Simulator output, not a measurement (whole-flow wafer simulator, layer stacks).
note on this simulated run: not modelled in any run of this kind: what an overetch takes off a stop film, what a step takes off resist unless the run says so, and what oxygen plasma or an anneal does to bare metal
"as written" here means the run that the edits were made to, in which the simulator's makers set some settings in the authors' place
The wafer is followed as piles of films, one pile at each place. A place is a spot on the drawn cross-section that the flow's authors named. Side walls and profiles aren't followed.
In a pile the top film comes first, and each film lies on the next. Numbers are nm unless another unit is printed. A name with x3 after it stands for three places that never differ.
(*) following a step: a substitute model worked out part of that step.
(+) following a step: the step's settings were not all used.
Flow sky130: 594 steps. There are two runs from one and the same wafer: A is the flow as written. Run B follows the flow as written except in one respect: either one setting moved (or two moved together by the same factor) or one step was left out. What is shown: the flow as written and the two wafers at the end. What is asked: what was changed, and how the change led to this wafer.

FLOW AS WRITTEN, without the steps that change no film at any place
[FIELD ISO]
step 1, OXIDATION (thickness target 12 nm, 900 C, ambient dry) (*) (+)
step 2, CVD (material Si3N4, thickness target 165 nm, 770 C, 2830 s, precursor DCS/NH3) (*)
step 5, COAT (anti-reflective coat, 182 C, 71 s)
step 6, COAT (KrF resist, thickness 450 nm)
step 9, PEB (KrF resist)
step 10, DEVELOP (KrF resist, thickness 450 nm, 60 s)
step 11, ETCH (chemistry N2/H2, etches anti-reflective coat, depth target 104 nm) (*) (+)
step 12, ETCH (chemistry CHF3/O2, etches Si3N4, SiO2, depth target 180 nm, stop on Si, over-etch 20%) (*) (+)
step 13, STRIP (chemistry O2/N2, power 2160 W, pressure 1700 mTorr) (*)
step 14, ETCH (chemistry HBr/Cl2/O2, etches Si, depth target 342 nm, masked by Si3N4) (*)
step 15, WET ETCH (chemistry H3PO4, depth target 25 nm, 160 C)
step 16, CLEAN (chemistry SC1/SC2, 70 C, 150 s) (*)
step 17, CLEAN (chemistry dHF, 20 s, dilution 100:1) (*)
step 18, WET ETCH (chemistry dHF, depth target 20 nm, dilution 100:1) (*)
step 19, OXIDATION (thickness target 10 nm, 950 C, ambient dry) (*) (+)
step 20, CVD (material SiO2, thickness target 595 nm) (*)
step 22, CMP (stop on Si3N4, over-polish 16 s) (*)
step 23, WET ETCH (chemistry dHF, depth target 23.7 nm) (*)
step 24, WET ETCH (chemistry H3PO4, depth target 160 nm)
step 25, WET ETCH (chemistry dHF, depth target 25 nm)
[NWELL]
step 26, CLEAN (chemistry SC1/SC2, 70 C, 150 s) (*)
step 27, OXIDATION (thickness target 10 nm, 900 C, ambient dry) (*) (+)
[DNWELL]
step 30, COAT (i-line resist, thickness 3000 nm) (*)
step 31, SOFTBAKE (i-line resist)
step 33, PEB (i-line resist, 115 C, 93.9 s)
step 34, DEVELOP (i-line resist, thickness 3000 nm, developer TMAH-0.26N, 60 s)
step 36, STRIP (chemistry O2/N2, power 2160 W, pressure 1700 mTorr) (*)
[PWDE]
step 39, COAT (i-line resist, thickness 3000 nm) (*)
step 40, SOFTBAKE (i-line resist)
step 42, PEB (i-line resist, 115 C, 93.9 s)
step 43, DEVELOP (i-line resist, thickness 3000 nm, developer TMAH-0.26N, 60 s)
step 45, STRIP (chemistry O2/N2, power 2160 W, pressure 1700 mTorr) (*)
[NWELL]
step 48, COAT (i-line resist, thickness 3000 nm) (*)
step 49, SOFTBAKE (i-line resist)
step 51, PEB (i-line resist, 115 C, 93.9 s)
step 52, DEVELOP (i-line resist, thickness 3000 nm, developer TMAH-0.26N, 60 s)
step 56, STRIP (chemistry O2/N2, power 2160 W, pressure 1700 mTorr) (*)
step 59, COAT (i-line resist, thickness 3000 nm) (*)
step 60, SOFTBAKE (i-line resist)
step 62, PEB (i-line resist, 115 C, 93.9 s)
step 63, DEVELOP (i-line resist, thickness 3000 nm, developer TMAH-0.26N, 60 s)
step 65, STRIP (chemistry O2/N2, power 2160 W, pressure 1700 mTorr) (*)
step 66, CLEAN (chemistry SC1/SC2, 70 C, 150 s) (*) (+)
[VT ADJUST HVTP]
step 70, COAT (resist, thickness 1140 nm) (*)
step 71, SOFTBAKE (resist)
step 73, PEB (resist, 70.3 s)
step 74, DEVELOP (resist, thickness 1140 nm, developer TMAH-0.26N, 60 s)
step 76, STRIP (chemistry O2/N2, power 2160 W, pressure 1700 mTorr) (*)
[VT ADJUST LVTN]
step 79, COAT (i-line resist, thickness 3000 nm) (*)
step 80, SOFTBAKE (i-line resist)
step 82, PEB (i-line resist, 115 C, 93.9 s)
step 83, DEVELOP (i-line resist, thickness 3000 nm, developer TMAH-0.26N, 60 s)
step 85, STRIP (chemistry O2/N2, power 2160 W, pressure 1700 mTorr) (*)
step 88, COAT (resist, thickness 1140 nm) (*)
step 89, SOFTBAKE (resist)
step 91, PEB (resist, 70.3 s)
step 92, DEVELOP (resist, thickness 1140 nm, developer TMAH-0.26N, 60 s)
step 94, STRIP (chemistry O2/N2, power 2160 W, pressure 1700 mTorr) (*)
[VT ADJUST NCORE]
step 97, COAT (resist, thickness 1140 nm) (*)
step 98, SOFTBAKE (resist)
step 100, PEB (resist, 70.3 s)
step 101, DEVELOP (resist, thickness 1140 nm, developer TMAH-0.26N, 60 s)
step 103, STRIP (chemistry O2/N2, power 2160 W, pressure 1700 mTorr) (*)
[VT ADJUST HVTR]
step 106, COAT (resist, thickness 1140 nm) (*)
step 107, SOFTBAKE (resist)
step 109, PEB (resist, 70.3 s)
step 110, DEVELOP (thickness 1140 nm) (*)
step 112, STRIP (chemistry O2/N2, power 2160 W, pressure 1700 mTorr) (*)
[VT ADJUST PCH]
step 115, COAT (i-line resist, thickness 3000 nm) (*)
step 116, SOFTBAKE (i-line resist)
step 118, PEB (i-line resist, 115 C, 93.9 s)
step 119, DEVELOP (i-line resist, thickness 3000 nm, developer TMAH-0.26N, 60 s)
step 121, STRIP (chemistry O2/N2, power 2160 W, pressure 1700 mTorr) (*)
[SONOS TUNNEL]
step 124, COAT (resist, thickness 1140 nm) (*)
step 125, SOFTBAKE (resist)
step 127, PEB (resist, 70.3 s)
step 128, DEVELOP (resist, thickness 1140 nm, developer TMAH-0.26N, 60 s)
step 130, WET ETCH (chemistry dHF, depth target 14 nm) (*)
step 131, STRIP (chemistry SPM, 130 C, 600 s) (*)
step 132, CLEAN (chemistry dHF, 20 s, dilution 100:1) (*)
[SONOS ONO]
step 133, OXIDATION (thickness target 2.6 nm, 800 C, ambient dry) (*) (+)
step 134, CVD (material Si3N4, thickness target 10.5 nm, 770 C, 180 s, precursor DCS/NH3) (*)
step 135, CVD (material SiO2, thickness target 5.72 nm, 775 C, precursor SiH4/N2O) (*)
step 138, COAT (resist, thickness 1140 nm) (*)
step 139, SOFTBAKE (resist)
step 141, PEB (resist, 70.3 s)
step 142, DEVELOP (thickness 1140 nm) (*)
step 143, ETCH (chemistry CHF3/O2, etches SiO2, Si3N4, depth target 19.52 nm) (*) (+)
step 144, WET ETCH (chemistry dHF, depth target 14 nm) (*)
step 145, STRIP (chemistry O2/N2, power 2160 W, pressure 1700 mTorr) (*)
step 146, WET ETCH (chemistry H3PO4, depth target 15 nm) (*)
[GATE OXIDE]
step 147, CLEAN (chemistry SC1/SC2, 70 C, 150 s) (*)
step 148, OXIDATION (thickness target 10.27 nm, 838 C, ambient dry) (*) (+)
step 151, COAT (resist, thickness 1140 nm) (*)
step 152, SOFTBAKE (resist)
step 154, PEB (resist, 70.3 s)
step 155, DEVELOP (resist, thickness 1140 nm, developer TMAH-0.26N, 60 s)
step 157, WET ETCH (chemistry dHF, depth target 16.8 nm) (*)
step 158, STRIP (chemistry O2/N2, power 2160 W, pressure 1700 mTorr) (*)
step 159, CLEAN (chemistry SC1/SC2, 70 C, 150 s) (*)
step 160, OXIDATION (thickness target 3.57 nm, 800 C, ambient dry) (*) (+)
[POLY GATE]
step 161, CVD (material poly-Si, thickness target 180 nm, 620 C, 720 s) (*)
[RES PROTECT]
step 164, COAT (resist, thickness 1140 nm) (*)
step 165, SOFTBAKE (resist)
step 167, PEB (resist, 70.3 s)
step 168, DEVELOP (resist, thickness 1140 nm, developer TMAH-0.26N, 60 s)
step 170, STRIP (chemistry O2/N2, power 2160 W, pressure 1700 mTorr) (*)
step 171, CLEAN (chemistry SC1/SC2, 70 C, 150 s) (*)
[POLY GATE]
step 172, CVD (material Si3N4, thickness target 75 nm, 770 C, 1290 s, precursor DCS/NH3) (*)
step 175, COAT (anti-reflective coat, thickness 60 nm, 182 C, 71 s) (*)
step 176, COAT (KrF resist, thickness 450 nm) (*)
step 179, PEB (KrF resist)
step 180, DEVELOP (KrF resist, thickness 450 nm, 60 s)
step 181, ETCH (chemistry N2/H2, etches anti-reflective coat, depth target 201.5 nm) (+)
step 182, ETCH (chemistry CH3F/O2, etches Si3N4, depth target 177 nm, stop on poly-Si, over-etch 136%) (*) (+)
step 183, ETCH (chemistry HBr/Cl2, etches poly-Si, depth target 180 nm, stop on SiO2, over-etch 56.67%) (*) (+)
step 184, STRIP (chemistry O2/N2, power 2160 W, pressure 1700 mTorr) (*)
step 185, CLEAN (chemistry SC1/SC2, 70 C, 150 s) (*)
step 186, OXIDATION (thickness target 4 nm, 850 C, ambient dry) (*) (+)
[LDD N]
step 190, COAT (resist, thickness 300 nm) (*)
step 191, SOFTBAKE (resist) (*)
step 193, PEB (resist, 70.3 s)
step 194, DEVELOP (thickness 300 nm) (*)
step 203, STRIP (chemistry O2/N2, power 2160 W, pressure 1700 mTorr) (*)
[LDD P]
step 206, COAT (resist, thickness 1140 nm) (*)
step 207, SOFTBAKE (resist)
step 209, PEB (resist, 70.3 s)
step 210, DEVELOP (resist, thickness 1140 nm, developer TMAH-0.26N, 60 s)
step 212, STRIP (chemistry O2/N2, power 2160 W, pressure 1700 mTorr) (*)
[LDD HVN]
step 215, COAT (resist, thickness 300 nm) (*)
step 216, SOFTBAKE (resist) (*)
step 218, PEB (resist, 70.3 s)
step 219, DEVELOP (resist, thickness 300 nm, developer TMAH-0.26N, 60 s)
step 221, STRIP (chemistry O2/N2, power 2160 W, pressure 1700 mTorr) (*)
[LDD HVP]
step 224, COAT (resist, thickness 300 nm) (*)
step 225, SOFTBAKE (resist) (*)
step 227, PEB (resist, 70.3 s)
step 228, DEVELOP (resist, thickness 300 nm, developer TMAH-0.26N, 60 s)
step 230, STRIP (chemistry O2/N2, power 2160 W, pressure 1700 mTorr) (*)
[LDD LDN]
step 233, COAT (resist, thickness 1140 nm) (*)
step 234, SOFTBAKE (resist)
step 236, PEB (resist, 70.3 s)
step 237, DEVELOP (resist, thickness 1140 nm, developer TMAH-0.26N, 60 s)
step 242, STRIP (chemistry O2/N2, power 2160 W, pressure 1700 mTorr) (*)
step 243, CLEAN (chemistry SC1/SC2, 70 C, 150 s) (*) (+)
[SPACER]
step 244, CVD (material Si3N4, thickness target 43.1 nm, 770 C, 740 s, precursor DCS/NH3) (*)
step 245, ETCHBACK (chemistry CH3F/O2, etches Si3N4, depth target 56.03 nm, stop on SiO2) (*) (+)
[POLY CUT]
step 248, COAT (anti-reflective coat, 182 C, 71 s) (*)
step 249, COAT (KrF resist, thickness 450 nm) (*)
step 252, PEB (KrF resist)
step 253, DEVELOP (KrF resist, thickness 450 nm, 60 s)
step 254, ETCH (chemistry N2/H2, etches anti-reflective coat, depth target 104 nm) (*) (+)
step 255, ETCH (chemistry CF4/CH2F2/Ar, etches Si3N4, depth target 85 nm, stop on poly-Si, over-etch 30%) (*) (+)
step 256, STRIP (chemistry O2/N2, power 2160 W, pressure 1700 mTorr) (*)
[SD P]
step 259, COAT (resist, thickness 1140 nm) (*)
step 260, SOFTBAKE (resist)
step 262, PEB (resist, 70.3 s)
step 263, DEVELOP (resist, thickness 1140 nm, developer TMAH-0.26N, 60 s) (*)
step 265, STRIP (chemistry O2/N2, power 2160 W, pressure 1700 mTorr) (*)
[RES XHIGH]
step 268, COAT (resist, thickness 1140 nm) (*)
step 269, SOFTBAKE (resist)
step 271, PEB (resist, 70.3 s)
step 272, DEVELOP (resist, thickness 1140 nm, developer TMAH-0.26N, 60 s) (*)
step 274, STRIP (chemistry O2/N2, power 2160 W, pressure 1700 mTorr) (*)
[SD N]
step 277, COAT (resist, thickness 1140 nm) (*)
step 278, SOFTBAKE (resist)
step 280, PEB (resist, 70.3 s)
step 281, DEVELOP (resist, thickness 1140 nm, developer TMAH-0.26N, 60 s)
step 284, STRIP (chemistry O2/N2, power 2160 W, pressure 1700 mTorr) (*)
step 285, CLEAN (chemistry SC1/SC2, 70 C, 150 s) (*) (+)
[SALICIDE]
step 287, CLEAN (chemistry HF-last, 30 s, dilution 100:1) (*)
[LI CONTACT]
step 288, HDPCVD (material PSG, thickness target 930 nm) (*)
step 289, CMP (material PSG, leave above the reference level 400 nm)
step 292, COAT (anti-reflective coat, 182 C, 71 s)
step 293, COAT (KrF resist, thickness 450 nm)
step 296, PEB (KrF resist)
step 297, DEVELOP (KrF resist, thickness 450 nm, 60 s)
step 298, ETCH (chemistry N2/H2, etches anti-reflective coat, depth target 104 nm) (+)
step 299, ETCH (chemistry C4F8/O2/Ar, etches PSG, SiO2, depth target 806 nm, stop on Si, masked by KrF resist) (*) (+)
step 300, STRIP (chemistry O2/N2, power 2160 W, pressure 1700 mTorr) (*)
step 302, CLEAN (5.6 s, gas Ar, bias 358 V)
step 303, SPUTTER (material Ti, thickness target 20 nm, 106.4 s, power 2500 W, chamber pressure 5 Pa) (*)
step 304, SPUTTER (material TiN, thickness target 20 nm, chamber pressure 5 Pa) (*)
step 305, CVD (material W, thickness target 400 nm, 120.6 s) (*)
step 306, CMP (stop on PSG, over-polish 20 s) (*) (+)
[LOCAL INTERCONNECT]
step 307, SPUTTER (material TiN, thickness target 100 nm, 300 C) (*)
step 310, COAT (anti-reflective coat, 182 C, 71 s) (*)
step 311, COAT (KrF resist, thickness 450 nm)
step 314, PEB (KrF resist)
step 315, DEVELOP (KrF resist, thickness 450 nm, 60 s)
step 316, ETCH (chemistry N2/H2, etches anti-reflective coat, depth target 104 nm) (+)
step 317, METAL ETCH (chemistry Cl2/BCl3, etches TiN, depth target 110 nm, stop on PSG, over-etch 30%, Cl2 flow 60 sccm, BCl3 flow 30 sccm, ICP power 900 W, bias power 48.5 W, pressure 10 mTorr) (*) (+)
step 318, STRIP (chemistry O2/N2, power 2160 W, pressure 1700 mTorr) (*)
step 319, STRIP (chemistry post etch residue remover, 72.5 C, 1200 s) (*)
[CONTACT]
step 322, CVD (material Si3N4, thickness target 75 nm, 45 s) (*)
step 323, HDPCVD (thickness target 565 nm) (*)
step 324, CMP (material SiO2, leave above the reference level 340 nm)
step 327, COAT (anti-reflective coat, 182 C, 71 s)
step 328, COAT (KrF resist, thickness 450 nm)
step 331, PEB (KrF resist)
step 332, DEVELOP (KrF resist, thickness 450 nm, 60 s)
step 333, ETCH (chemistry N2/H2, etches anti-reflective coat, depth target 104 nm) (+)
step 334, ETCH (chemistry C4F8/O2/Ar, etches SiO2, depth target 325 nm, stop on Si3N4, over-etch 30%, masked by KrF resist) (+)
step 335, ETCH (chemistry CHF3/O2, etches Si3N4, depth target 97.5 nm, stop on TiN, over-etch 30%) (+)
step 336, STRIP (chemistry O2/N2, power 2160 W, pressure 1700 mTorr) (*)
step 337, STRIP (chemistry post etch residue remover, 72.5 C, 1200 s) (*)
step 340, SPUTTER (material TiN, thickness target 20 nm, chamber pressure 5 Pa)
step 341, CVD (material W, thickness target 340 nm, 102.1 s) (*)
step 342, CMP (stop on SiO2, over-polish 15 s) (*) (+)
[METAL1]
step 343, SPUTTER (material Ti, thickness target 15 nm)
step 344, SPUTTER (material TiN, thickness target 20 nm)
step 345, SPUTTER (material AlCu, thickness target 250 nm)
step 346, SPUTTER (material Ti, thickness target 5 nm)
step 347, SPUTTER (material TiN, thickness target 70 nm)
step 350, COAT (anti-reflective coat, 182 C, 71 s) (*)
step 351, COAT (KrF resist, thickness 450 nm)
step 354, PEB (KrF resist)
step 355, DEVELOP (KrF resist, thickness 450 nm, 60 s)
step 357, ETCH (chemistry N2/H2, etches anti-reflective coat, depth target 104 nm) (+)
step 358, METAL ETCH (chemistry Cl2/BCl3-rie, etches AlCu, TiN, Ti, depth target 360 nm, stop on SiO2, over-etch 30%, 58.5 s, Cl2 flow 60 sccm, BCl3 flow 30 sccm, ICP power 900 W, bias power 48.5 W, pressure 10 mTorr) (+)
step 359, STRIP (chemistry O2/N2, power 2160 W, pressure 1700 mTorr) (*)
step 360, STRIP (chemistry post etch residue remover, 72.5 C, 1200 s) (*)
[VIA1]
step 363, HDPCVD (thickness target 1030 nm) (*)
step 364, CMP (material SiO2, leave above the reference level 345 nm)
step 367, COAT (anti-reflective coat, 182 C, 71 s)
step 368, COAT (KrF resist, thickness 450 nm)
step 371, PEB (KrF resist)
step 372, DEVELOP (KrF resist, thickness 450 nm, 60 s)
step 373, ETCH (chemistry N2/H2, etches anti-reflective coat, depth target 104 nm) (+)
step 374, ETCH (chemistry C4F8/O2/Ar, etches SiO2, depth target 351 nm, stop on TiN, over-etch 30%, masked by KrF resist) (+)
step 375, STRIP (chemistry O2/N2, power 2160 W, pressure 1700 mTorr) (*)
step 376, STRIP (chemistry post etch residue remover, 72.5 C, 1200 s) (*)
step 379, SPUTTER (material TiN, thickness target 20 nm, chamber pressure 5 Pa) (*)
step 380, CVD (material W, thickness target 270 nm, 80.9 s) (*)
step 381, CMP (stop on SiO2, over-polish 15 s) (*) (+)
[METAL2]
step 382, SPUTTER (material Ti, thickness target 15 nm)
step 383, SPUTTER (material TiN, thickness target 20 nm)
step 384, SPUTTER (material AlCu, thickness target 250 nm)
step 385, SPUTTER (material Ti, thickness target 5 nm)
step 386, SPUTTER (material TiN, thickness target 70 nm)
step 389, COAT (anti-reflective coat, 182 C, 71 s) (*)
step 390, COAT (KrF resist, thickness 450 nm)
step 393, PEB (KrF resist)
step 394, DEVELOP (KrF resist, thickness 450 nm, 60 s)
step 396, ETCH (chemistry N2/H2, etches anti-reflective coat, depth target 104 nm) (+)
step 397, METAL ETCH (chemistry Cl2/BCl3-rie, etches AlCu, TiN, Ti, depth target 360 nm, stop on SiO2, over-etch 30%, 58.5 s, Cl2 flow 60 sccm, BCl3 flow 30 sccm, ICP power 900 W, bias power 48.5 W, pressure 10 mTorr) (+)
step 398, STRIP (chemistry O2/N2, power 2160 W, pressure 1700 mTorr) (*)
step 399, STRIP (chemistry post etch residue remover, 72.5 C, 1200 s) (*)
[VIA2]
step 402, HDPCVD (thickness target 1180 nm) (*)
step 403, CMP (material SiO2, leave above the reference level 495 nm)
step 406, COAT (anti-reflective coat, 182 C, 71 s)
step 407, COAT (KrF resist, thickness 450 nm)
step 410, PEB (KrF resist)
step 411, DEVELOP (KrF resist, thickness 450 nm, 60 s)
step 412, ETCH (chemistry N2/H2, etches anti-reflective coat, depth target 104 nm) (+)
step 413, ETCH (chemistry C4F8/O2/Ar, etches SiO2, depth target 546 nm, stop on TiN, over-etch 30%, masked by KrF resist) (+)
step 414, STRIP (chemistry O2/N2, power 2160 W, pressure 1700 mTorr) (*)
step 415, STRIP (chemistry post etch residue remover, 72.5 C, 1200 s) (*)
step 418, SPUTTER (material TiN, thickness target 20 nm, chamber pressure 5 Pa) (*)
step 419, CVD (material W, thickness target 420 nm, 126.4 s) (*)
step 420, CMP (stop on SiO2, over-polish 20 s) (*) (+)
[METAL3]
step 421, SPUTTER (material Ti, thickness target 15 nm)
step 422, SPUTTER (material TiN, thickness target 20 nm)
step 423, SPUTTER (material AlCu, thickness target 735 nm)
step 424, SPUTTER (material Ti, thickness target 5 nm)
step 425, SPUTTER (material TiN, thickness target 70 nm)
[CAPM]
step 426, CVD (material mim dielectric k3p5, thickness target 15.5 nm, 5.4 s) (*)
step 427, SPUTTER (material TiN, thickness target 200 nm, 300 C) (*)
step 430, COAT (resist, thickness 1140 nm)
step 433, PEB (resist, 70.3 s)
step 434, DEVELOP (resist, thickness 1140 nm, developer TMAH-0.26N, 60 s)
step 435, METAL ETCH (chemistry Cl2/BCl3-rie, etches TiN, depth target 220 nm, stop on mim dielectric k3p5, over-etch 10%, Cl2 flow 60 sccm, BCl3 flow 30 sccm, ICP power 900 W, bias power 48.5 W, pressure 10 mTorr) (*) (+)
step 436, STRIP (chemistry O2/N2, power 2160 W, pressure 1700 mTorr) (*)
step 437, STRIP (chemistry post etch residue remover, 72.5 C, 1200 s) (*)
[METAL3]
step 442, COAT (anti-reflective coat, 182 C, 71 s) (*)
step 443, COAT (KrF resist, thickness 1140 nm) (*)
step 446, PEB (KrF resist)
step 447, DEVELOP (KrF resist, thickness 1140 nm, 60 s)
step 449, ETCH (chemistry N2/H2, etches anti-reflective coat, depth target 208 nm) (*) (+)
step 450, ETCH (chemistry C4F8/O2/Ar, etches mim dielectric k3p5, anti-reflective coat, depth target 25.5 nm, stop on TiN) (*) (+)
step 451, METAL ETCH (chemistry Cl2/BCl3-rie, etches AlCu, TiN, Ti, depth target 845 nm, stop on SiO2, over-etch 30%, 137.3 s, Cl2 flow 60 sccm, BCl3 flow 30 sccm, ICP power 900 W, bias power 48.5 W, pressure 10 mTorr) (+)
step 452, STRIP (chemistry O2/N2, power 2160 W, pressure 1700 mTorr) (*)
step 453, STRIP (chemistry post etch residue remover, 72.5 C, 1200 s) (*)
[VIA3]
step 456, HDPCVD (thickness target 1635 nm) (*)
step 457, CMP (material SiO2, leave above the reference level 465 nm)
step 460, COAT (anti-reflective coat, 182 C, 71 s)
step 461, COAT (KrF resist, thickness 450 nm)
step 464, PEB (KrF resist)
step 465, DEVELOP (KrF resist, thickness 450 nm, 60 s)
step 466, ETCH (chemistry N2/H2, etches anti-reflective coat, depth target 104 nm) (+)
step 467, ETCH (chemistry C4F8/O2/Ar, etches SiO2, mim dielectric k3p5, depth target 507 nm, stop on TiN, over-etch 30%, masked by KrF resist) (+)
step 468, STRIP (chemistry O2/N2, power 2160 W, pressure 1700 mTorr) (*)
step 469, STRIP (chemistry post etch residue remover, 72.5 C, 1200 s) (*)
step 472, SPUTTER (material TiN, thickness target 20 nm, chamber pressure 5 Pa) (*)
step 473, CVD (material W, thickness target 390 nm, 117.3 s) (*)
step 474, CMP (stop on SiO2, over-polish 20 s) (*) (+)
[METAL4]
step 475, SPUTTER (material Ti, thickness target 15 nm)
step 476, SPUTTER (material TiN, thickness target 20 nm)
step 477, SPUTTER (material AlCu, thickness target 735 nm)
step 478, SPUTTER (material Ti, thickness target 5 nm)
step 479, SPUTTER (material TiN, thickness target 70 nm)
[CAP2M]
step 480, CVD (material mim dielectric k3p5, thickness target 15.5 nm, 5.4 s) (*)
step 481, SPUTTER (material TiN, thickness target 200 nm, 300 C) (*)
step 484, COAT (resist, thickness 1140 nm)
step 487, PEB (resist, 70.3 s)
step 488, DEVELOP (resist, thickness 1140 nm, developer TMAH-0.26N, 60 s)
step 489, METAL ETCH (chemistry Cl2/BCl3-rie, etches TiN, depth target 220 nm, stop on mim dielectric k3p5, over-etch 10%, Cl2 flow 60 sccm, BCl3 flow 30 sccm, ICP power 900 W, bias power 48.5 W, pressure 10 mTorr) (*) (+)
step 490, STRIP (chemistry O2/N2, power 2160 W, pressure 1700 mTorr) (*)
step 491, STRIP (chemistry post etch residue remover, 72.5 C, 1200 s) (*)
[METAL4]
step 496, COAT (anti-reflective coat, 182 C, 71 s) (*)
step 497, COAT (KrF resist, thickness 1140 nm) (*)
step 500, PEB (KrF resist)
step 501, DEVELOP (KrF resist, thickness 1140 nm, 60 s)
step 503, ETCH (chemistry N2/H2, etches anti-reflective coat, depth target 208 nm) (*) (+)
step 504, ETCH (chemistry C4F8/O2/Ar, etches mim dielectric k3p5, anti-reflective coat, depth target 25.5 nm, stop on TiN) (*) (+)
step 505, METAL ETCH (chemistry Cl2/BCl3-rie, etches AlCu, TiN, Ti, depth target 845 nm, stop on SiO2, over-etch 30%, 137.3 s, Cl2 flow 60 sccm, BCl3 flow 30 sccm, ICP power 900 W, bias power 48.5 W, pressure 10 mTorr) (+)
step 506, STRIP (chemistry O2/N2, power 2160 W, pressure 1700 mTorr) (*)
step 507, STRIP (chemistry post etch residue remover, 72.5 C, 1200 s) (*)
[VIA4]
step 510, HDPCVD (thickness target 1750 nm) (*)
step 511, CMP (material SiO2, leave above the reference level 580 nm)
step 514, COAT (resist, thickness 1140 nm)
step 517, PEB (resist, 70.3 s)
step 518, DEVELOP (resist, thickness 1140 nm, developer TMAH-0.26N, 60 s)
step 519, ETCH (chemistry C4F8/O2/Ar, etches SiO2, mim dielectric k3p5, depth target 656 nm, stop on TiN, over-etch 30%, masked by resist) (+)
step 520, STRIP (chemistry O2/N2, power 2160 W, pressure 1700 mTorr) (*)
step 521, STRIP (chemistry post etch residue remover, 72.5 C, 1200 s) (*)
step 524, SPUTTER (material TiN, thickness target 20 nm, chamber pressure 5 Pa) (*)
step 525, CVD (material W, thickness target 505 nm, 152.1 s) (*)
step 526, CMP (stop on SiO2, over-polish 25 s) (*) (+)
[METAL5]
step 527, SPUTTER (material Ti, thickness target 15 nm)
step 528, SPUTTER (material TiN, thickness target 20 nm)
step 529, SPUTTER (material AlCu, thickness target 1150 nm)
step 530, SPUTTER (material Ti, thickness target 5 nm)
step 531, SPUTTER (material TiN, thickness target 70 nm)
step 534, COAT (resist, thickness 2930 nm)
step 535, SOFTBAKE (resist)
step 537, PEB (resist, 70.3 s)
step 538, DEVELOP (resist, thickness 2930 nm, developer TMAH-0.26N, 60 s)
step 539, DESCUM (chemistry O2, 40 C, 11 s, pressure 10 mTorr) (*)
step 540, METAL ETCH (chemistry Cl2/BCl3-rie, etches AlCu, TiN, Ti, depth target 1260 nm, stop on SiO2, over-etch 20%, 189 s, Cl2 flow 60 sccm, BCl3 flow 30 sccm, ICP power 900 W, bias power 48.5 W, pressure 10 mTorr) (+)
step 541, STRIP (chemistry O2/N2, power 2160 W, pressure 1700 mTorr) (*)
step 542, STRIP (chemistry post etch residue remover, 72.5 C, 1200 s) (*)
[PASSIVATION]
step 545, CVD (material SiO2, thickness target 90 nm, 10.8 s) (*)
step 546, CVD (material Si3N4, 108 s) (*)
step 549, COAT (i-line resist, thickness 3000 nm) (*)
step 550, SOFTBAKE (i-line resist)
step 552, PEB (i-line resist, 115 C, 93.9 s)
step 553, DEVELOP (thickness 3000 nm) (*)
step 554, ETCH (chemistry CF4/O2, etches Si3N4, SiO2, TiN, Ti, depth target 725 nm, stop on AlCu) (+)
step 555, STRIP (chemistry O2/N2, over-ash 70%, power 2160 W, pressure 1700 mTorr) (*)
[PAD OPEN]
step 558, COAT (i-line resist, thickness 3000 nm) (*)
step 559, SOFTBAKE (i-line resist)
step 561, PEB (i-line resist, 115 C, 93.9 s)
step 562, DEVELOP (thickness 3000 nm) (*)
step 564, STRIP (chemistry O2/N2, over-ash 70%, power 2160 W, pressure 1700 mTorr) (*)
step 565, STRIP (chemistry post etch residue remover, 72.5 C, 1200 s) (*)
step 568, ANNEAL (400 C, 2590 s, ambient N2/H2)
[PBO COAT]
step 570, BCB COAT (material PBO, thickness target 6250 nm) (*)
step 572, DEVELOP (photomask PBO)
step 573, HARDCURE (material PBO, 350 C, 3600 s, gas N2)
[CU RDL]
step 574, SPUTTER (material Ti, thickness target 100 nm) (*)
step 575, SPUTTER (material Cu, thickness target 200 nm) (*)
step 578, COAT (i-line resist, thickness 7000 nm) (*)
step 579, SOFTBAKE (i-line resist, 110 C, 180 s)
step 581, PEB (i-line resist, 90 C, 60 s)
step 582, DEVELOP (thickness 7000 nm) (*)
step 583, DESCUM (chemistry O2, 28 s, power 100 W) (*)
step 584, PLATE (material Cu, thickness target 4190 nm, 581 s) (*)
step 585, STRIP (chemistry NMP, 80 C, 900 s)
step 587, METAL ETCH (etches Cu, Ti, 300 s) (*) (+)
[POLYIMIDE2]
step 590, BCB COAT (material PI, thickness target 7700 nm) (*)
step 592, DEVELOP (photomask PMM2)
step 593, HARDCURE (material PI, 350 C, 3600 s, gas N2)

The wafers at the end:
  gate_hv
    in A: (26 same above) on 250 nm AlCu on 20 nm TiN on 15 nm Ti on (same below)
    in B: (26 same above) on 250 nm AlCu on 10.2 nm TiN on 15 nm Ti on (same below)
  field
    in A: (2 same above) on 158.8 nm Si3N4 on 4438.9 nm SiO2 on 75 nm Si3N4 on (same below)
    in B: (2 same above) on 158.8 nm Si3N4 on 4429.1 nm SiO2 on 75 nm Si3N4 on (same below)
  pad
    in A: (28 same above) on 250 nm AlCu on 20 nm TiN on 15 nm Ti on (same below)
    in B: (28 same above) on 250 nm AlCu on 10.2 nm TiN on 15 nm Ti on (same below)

The reason: step 344, SPUTTER: thickness target 10.2 nm was run, though the flow has thickness target 20 nm.
One can read it off the wafer: gate_hv has TiN 10.2, and step 344 as written asks for 20 nm.

How this came from the change, step by step:
  step 344, SPUTTER (material TiN, thickness target 20 nm)
      field, active, n_well and 188 more: A +20 TiN (new film) | B +10.2 TiN (new film)
  step 358, METAL ETCH (chemistry Cl2/BCl3-rie, etches AlCu, TiN, Ti, depth target 360 nm, stop on SiO2, over-etch 30%, 58.5 s, Cl2 flow 60 sccm, BCl3 flow 30 sccm, ICP power 900 W, bias power 48.5 W, pressure 10 mTorr) (+)
      field, active, gate and 81 more: A -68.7 TiN (all of it), -5 Ti (all of it), -250 AlCu (all of it), -20 TiN (all of it), -15 Ti (all of it), -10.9 SiO2 | B -68.7 TiN (all of it), -5 Ti (all of it), -250 AlCu (all of it), -10.2 TiN (all of it), -15 Ti (all of it), -11.9 SiO2
  step 364, CMP (material SiO2, leave above the reference level 345 nm)
      field, active, gate and 81 more: A -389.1 SiO2 | B -397.9 SiO2
